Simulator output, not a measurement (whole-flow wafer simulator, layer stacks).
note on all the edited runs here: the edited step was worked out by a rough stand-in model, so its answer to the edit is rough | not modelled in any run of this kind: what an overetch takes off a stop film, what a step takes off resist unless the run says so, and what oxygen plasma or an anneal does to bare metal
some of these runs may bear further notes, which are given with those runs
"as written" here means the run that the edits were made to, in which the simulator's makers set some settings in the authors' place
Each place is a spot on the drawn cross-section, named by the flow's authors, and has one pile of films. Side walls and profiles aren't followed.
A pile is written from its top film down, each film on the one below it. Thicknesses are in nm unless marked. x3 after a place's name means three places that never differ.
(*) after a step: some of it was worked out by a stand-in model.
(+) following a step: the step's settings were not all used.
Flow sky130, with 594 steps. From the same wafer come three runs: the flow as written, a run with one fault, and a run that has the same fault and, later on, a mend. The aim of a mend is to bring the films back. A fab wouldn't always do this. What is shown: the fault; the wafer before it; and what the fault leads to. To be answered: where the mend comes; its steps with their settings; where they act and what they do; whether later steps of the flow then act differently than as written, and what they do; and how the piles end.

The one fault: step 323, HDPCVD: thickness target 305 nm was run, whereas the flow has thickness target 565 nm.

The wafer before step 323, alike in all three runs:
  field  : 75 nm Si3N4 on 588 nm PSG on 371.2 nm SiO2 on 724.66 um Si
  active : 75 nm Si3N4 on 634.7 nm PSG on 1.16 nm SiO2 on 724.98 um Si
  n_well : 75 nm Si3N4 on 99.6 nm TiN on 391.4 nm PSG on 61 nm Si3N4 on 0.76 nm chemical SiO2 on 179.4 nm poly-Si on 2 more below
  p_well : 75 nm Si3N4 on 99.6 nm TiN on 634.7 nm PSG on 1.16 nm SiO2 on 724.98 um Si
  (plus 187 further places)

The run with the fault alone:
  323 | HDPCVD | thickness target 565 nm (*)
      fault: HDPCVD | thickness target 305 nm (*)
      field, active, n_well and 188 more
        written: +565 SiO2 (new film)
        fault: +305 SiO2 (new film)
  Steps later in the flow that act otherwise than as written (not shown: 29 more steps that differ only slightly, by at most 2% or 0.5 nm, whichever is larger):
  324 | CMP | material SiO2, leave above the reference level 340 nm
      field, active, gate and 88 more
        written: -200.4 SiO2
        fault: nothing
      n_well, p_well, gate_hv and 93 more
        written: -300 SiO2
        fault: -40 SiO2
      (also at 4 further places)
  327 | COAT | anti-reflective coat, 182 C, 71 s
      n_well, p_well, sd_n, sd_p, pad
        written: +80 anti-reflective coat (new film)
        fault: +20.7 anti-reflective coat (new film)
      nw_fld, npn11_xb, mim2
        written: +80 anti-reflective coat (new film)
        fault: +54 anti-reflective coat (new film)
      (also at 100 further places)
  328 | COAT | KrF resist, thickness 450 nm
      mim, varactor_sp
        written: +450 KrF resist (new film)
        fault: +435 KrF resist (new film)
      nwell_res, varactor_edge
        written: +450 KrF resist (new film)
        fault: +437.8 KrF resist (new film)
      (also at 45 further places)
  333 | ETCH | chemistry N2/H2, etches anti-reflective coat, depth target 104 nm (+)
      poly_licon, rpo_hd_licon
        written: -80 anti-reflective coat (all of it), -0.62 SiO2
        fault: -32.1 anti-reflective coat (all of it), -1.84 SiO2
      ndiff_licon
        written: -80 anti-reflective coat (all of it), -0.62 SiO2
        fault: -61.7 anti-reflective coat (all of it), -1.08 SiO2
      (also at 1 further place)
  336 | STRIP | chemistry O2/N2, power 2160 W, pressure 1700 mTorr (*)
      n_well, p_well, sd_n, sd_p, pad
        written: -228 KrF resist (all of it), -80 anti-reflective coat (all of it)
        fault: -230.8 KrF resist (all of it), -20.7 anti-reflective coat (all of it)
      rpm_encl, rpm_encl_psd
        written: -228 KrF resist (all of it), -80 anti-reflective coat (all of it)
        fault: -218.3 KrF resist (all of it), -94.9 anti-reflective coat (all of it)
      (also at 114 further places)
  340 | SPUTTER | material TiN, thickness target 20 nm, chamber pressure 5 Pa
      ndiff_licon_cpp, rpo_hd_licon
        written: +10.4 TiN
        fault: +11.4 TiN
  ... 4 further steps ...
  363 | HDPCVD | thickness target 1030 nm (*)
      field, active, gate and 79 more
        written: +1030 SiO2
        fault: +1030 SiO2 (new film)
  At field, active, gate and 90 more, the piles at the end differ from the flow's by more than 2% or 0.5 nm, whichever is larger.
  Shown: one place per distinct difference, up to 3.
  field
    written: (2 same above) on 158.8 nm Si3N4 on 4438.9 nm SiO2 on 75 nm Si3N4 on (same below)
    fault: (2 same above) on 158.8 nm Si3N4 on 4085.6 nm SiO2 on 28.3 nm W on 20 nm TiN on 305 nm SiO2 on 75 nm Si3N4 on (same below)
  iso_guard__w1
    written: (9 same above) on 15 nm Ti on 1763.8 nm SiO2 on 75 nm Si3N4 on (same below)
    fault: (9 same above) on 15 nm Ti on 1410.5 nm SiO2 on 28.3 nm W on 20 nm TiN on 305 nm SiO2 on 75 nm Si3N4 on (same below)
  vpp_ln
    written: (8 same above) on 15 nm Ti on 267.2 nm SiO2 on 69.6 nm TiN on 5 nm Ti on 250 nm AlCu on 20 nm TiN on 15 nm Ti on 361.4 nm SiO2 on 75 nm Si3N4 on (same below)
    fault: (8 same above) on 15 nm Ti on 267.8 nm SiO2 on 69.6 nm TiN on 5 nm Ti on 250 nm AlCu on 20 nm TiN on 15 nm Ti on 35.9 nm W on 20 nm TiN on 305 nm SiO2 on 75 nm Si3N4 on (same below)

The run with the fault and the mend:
  After step 323 comes the mend.
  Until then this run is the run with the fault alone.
  323a | HDPCVD | thickness target 260 nm (*) (the flow's step 323 again, with other settings)
      field, active, n_well and 188 more
        +260 SiO2
  Every later step of the flow that is run acts as written at every place that is followed.
  The piles end the same as the flow's at every place that both follow.
